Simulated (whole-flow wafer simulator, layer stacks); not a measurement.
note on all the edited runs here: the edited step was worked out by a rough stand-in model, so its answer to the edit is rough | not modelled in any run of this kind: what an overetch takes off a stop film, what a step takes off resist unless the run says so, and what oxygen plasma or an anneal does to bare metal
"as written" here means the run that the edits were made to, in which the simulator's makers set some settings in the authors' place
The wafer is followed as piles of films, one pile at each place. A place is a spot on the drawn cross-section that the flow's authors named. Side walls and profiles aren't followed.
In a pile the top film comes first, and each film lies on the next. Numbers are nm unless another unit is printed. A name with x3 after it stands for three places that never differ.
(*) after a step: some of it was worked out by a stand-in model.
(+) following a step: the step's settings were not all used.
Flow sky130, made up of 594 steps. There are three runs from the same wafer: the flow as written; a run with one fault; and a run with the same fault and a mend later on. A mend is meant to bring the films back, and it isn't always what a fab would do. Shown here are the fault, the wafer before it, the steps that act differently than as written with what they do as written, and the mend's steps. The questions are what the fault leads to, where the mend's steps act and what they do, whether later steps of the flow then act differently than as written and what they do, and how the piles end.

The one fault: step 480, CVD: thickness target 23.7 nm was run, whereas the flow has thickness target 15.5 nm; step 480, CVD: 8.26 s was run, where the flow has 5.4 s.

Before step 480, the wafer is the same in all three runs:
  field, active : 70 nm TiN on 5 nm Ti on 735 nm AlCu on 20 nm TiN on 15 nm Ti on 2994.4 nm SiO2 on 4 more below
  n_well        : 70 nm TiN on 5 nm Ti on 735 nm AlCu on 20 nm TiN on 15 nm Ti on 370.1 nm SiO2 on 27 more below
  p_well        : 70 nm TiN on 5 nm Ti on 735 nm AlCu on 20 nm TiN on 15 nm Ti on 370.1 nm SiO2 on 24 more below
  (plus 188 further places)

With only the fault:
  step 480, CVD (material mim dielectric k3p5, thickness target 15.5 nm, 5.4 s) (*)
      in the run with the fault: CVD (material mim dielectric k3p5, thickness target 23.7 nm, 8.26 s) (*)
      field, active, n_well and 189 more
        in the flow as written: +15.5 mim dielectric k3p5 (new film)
        in the run with the fault: +23.7 mim dielectric k3p5 (new film)
  Steps further on in the flow that do not act as written (6 other steps are not shown; they differ only slightly, by no more than 2% or 0.5 nm, whichever is larger):
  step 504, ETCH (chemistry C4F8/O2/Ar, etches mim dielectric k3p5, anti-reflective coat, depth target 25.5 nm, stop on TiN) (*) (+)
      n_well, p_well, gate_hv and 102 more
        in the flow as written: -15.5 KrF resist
        in the run with the fault: -17 KrF resist
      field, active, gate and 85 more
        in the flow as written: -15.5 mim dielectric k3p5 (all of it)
        in the run with the fault: -23.7 mim dielectric k3p5 (all of it)
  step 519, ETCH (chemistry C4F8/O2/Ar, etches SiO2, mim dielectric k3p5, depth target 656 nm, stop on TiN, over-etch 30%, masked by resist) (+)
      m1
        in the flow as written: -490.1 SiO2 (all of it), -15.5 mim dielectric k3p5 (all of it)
        in the run with the fault: -481.9 SiO2 (all of it), -23.7 mim dielectric k3p5 (all of it)
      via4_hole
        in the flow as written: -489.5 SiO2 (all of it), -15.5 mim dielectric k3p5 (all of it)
        in the run with the fault: -481.3 SiO2 (all of it), -23.7 mim dielectric k3p5 (all of it)
  At n_well, p_well, gate_hv and 100 more, the piles at the end differ from the flow's by more than 2% or 0.5 nm, whichever is larger.
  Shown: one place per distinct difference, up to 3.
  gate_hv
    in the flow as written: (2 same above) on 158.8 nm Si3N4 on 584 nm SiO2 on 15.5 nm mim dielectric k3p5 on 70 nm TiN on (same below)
    in the run with the fault: (2 same above) on 158.8 nm Si3N4 on 575.8 nm SiO2 on 23.7 nm mim dielectric k3p5 on 70 nm TiN on (same below)
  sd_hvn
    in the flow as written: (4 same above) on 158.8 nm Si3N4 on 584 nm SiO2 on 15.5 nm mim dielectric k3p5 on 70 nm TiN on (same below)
    in the run with the fault: (4 same above) on 158.8 nm Si3N4 on 575.8 nm SiO2 on 23.7 nm mim dielectric k3p5 on 70 nm TiN on (same below)
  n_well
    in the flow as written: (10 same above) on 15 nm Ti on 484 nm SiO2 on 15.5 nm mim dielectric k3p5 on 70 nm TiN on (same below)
    in the run with the fault: (10 same above) on 15 nm Ti on 475.8 nm SiO2 on 23.7 nm mim dielectric k3p5 on 70 nm TiN on (same below)

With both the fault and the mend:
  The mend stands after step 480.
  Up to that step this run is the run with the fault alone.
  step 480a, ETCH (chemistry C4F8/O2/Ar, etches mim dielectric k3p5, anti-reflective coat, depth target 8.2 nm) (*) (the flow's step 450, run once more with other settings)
      field, active, n_well and 189 more
        -8.2 mim dielectric k3p5
  Later steps of the flow that are run all act as written at every place that is followed.
  By the end, the piles equal the flow's at every place that both follow.
